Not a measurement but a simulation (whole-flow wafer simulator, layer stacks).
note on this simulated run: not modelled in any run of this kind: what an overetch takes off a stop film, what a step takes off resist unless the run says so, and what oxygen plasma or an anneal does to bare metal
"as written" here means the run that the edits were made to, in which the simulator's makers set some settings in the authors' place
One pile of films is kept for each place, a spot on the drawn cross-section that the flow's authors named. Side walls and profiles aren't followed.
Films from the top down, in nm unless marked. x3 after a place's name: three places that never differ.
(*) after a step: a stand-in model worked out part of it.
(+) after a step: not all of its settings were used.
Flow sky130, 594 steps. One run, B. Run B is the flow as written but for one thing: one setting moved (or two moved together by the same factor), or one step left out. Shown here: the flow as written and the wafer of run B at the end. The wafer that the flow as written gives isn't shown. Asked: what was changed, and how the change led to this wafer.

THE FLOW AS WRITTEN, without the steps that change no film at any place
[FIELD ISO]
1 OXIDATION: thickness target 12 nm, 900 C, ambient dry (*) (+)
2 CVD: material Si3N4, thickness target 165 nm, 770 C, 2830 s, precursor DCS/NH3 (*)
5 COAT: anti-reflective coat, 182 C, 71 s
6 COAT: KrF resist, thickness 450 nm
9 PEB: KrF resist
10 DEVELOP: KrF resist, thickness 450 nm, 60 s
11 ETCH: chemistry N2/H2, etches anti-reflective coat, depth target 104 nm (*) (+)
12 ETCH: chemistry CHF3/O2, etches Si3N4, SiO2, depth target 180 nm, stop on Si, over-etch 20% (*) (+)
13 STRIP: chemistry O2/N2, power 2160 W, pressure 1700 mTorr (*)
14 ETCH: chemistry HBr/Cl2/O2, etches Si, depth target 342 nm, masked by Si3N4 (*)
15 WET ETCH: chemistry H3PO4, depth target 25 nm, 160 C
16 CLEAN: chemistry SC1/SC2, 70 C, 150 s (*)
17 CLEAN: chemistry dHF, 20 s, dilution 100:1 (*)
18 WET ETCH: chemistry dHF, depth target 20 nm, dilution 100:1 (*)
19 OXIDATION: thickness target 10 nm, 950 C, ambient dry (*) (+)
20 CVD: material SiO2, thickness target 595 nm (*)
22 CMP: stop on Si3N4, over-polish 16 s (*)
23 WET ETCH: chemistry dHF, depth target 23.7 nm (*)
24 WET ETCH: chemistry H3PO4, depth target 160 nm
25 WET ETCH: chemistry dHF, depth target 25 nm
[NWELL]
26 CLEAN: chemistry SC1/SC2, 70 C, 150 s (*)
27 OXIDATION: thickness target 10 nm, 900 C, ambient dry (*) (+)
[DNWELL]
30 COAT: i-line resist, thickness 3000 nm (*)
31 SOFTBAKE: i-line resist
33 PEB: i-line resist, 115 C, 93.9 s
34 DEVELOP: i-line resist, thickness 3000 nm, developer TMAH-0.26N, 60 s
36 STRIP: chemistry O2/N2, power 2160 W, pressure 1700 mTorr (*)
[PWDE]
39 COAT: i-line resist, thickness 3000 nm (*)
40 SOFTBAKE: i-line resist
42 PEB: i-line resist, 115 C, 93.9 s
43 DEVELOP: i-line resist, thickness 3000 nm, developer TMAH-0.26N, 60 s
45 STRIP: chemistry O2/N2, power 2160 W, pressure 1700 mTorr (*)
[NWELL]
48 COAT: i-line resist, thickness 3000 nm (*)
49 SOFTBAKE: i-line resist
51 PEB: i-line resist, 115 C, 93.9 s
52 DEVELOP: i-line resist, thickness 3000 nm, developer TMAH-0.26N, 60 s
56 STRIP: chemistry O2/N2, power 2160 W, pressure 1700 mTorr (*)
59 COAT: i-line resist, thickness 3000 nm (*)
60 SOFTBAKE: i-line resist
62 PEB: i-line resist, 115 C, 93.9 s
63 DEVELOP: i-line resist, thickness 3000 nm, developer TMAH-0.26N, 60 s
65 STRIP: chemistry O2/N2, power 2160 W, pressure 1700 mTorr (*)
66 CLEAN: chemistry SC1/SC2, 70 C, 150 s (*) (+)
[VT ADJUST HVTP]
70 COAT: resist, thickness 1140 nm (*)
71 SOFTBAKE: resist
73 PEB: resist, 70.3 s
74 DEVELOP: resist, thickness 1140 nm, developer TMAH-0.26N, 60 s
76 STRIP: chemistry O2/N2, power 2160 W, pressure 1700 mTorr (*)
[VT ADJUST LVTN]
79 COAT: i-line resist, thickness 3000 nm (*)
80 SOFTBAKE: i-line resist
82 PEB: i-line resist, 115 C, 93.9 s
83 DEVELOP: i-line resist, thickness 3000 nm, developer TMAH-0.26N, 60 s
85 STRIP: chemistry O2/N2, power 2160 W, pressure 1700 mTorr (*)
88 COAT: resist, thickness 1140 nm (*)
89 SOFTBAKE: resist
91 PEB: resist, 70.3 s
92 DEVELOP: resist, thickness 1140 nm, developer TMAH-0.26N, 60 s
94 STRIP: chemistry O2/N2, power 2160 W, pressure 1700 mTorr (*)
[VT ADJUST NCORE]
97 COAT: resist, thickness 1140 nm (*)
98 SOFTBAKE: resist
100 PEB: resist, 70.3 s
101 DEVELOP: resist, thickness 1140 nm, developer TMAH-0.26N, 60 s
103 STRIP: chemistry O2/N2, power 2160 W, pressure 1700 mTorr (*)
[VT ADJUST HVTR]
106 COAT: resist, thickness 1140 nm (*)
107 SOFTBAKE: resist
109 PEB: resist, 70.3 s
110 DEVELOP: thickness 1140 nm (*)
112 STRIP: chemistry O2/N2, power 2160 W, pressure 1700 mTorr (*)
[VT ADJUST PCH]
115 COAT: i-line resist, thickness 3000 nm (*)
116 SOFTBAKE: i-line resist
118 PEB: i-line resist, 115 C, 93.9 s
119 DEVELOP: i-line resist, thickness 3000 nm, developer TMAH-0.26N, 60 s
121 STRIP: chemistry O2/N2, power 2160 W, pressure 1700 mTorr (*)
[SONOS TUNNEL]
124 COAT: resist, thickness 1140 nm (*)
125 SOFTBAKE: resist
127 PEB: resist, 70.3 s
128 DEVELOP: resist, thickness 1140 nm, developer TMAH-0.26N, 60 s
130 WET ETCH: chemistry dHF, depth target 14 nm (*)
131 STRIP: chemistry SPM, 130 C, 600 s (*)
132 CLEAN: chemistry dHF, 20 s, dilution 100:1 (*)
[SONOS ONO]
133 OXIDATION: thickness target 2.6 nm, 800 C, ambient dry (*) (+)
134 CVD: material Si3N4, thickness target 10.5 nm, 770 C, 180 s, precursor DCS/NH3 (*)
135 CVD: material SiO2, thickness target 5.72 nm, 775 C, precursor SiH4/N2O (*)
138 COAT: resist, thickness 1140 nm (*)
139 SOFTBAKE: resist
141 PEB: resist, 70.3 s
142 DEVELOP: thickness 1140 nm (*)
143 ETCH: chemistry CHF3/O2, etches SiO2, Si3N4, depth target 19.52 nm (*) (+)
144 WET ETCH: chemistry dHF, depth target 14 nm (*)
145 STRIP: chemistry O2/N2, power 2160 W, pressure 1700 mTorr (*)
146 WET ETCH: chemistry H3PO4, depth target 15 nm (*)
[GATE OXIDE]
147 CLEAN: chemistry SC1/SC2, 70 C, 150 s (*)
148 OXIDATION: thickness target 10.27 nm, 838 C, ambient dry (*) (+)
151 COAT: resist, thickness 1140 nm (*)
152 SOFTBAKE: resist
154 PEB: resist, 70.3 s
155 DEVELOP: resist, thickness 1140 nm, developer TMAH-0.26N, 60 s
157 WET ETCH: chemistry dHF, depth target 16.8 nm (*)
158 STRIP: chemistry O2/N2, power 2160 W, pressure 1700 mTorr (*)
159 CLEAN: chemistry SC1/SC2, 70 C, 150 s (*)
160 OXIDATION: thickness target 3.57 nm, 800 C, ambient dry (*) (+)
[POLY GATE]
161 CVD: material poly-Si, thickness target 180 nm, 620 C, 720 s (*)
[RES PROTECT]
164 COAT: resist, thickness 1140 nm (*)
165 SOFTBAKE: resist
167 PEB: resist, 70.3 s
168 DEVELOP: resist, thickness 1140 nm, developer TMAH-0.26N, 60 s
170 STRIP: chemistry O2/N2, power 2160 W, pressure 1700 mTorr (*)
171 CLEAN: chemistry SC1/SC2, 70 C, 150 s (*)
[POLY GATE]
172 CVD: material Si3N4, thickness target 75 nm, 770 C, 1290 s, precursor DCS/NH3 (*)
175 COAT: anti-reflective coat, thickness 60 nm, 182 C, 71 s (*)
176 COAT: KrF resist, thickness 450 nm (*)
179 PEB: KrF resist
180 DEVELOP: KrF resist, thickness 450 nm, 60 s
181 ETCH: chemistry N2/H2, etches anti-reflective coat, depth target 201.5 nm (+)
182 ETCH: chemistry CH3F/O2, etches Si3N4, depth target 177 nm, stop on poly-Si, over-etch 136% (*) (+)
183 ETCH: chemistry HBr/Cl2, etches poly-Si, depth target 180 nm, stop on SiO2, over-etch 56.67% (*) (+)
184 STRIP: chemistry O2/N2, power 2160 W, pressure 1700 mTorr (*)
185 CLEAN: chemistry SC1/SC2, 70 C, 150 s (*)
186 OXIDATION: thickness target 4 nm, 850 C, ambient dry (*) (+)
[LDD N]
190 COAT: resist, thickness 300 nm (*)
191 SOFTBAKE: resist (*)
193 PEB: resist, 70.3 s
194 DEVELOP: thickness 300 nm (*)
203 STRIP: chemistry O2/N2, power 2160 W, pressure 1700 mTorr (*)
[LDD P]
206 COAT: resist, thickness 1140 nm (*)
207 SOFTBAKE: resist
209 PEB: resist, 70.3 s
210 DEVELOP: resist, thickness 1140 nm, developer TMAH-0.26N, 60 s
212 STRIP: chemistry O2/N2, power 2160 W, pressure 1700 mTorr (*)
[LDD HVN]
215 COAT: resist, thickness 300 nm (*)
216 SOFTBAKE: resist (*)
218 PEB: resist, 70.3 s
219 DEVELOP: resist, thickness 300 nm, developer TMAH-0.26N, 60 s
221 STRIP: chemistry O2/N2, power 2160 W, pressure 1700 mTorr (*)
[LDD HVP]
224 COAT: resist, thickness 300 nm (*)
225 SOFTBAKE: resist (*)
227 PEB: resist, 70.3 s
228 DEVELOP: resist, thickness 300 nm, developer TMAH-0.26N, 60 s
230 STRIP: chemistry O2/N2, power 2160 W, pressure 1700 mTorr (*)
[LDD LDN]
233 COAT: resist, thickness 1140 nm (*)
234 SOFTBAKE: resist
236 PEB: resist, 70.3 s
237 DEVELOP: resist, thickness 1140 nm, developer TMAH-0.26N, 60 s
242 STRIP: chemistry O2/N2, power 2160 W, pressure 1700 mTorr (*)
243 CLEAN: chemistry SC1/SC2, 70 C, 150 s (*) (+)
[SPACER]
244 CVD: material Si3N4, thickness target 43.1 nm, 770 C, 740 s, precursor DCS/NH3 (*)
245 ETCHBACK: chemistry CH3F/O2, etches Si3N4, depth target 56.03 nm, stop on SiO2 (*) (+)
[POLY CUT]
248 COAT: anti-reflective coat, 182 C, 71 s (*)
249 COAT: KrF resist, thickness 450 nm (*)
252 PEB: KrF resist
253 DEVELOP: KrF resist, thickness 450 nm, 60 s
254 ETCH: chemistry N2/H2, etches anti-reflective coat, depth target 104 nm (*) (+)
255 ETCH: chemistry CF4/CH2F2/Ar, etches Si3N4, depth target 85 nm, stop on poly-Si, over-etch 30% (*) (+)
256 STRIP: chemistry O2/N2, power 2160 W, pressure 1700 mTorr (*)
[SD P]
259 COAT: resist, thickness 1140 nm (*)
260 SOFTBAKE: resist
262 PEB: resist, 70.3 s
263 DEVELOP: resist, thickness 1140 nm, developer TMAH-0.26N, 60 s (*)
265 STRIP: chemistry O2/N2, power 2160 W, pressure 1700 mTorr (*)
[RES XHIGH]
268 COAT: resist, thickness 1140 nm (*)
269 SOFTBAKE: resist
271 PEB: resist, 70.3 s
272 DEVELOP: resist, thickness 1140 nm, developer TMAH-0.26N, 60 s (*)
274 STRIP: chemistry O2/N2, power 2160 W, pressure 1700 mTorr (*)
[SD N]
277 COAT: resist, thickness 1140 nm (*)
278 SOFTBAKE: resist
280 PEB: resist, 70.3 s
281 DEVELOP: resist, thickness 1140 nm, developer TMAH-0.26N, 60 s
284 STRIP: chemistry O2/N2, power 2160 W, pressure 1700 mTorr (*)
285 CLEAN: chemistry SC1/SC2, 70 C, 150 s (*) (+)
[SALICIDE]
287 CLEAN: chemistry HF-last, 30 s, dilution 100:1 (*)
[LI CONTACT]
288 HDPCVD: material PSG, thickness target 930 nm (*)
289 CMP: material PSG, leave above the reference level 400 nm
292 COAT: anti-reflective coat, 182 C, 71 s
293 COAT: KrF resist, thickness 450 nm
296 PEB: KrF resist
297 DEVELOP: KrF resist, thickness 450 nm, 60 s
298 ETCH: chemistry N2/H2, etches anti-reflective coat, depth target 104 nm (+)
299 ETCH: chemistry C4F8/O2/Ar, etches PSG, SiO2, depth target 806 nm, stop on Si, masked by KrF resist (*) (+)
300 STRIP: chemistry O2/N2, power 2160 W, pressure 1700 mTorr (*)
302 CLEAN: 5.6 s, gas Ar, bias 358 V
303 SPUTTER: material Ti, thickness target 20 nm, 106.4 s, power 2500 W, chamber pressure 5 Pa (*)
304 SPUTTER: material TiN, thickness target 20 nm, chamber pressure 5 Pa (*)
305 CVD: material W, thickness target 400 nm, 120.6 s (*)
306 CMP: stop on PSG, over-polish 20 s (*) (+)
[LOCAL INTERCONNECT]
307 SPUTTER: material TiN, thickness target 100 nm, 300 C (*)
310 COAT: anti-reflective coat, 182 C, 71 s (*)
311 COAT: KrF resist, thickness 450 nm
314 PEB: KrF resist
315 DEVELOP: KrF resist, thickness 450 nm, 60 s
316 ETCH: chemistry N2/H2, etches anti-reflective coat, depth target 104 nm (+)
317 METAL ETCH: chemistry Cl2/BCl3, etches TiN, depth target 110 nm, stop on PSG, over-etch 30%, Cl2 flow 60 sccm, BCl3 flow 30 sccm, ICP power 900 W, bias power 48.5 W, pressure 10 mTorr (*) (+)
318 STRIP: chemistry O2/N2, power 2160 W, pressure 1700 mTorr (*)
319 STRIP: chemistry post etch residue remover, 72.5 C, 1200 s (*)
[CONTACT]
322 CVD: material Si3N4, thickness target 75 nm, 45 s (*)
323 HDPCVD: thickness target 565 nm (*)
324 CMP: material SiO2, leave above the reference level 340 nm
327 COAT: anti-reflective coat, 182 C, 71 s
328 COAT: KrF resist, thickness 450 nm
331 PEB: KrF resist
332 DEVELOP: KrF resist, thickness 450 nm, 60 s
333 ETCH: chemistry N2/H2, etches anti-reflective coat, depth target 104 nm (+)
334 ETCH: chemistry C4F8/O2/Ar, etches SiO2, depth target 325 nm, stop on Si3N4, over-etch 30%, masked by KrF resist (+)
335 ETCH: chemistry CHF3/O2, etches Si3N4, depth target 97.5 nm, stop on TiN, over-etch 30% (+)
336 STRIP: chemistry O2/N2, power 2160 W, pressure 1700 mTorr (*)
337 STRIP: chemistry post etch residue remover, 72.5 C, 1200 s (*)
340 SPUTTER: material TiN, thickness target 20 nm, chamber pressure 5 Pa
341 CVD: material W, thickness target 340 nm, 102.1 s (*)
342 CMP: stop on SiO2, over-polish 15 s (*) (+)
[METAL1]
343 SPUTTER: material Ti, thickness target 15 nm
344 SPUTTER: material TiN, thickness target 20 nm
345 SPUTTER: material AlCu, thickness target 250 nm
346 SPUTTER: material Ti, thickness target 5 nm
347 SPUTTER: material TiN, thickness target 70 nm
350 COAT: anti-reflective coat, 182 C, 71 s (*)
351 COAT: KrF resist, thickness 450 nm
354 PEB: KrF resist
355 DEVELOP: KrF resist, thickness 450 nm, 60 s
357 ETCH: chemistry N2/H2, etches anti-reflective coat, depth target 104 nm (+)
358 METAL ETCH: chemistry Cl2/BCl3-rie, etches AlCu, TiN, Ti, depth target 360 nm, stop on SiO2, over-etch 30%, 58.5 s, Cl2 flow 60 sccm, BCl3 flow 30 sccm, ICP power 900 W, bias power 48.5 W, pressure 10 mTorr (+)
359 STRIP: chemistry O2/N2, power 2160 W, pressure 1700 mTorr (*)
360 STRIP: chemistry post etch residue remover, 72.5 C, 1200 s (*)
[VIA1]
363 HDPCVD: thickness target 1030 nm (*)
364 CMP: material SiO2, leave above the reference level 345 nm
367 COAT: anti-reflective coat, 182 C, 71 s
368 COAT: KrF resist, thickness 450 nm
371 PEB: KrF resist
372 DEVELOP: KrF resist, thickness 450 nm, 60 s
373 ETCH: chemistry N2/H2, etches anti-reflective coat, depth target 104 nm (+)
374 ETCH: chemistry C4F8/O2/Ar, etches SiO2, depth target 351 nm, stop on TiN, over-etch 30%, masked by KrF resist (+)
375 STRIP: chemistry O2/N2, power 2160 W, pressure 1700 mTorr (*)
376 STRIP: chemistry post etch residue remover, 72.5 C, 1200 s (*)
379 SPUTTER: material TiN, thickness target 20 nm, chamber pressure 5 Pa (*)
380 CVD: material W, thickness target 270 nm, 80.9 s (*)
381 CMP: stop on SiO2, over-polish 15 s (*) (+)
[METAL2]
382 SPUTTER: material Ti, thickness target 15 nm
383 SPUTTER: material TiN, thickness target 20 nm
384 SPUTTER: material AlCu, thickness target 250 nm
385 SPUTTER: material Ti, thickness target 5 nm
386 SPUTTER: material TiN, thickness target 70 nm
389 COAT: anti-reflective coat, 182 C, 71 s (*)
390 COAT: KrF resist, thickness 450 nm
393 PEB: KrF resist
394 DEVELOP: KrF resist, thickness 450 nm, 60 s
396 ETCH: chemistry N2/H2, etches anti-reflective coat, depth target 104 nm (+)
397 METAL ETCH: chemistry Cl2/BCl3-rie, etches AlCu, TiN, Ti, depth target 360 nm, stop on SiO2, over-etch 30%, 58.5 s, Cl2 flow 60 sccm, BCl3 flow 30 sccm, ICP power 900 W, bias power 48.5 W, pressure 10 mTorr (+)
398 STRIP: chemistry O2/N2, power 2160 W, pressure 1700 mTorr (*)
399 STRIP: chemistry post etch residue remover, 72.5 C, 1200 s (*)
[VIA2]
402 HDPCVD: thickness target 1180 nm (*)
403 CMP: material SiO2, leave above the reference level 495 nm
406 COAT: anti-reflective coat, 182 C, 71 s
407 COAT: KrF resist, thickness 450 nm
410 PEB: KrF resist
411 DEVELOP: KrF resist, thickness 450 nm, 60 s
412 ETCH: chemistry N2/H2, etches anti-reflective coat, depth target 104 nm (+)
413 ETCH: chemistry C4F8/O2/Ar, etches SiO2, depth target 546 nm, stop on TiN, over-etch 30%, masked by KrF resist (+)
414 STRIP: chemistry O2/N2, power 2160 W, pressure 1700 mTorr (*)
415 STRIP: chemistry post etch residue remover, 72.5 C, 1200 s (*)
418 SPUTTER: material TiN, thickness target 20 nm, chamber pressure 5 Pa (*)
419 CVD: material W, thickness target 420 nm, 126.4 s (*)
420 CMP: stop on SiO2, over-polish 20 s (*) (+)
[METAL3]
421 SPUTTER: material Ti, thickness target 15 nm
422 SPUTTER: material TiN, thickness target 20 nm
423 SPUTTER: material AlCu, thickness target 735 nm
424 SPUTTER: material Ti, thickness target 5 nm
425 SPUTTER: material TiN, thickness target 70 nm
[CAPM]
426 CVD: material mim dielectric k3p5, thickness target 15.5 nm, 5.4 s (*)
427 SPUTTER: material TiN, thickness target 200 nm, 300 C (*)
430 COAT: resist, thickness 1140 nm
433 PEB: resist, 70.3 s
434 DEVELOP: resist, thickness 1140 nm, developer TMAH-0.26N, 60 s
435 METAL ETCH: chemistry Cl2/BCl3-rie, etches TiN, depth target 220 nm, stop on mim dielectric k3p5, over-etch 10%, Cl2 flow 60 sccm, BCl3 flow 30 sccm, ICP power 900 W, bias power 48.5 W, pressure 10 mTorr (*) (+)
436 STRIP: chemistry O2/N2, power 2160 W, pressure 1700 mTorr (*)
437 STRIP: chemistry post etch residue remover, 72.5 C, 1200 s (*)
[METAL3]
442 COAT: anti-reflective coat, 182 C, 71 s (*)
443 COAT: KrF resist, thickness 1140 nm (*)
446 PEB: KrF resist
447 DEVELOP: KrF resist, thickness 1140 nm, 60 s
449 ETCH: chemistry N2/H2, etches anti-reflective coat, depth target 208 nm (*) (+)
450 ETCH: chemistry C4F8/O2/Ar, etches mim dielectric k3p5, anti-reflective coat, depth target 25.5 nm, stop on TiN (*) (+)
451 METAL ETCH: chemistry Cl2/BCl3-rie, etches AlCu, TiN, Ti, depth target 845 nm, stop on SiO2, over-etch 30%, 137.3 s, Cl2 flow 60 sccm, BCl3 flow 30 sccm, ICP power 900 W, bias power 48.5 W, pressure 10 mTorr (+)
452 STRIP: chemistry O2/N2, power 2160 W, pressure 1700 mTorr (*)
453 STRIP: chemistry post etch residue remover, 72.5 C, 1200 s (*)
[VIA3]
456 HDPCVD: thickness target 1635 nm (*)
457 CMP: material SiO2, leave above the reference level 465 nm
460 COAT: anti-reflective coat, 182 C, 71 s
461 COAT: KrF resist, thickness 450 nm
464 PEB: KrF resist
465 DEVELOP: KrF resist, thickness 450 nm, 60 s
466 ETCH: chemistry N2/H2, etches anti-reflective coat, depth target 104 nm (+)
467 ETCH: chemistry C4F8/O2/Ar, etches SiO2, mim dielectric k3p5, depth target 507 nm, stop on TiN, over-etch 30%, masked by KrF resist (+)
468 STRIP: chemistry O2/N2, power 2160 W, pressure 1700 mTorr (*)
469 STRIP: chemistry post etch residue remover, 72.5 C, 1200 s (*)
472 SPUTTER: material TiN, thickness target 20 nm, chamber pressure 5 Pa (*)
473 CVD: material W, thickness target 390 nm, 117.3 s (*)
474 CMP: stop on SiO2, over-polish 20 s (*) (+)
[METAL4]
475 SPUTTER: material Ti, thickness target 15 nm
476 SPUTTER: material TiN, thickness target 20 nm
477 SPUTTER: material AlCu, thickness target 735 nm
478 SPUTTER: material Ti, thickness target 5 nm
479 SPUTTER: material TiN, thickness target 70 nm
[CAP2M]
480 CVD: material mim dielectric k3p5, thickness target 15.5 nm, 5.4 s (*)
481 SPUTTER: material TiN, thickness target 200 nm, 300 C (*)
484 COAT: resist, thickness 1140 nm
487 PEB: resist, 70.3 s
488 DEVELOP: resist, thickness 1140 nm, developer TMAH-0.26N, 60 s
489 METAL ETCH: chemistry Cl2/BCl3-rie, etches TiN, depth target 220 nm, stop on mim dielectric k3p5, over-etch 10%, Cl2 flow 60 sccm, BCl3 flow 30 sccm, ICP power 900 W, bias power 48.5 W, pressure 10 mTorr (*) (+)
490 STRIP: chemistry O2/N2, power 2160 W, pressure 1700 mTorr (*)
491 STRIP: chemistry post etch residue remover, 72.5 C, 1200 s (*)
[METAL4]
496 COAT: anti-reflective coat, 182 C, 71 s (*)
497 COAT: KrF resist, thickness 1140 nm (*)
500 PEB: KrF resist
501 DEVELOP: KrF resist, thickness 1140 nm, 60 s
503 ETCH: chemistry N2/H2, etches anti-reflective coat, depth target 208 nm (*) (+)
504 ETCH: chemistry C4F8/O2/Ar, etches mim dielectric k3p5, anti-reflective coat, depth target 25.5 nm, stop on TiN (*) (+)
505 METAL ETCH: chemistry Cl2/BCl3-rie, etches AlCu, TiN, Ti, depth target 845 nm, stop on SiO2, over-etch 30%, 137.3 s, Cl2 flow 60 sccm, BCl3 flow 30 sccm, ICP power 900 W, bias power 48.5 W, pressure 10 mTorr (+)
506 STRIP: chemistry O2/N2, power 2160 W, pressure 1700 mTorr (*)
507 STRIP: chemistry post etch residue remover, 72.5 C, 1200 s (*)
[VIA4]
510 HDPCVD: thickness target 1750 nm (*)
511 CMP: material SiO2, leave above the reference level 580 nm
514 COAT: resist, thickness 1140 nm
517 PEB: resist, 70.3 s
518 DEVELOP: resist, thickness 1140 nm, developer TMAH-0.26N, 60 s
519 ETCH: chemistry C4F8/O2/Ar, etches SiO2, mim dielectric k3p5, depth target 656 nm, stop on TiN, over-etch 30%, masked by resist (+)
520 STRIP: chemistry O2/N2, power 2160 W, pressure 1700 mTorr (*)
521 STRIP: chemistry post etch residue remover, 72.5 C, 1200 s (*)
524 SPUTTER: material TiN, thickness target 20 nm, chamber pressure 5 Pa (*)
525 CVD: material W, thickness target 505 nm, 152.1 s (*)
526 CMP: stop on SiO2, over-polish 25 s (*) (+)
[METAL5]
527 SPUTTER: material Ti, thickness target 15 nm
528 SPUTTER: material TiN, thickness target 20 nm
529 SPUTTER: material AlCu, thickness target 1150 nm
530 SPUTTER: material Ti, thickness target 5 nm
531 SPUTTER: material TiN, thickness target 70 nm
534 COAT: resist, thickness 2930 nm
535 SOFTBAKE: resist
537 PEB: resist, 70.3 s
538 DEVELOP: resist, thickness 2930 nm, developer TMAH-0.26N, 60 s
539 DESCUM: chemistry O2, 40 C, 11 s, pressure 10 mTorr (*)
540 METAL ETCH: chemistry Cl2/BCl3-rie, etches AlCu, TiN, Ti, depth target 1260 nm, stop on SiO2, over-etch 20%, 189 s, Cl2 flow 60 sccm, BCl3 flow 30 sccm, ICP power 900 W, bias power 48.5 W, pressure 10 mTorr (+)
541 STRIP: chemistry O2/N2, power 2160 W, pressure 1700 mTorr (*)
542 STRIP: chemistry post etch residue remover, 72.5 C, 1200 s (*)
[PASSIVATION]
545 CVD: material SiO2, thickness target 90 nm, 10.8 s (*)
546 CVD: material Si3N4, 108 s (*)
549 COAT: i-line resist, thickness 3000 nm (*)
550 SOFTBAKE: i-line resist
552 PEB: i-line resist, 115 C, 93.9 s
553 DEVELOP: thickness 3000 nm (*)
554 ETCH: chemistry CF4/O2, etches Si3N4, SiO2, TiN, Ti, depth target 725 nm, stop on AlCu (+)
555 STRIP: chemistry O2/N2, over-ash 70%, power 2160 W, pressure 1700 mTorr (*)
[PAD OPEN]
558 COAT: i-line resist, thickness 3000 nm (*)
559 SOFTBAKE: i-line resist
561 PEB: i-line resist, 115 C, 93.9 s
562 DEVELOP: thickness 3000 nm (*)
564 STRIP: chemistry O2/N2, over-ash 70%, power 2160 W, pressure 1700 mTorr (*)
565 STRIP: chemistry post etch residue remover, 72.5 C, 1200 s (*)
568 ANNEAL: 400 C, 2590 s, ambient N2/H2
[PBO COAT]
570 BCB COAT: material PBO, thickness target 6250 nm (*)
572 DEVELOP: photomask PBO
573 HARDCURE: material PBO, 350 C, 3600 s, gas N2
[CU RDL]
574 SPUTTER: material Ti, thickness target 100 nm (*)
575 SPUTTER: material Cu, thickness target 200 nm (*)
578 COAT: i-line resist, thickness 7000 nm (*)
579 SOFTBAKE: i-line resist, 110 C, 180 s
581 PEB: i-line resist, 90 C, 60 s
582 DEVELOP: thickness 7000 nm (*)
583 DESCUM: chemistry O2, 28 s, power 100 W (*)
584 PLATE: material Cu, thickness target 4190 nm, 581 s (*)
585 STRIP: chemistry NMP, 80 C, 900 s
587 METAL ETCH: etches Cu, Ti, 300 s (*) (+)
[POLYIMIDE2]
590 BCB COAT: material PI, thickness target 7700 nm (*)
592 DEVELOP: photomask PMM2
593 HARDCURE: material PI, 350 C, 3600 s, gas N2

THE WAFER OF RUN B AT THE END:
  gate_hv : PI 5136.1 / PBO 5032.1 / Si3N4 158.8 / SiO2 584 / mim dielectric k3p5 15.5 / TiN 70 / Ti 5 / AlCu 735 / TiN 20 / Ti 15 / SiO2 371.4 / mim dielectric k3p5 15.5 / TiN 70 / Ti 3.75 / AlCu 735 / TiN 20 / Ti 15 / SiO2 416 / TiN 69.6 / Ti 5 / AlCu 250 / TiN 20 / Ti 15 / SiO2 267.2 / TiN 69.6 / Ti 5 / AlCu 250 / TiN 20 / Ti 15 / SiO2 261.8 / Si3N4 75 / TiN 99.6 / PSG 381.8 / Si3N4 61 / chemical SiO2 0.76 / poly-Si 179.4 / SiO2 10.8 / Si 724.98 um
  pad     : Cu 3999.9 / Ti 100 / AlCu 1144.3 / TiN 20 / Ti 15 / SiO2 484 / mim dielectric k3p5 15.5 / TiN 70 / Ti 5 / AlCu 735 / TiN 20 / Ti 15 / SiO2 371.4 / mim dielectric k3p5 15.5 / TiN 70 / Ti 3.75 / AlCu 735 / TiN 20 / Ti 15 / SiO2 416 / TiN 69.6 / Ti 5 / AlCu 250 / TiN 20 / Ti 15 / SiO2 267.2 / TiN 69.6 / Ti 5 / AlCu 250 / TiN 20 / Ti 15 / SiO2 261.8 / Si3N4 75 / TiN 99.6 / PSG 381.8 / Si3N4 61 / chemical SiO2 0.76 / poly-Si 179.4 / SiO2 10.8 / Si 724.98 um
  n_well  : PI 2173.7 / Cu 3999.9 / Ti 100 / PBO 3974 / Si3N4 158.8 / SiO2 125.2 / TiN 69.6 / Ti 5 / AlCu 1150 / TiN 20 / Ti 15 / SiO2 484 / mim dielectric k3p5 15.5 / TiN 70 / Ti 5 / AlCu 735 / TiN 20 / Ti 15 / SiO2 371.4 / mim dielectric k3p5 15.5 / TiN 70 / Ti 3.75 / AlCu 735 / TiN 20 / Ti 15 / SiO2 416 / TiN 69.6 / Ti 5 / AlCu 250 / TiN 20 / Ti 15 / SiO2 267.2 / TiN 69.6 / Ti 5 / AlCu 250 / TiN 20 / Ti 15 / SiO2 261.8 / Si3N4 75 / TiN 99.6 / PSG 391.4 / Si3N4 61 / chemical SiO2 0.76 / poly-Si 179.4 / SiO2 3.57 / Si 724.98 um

The cause: step 424, SPUTTER: thickness target 3.75 nm was run, where the flow has thickness target 5 nm.
It can be read off the wafer: gate_hv has Ti 3.75, and step 424 as written asks for 5 nm.

How the change led to this, step by step:
  424 SPUTTER: material Ti, thickness target 5 nm
      field, active, n_well and 188 more: Ti +3.75 (new film) (as written it would be: Ti +5 (new film))
  451 METAL ETCH: chemistry Cl2/BCl3-rie, etches AlCu, TiN, Ti, depth target 845 nm, stop on SiO2, over-etch 30%, 137.3 s, Cl2 flow 60 sccm, BCl3 flow 30 sccm, ICP power 900 W, bias power 48.5 W, pressure 10 mTorr (+)
      field, gate, spacer and 68 more: TiN -70 (all of it), Ti -3.75 (all of it), AlCu -735 (all of it), TiN -20 (all of it), Ti -15 (all of it), SiO2 -25.5 (as written it would be: TiN -70 (all of it), Ti -5 (all of it), AlCu -735 (all of it), TiN -20 (all of it), Ti -15 (all of it), SiO2 -25.4)
      active, vpp_ln, vpp_iso2 and 11 more: TiN -70 (all of it), Ti -3.75 (all of it), AlCu -735 (all of it), TiN -20 (all of it), Ti -15 (all of it), SiO2 -25.5 (as written it would be: TiN -70 (all of it), Ti -5 (all of it), AlCu -735 (all of it), TiN -20 (all of it), Ti -15 (all of it), SiO2 -25.3)
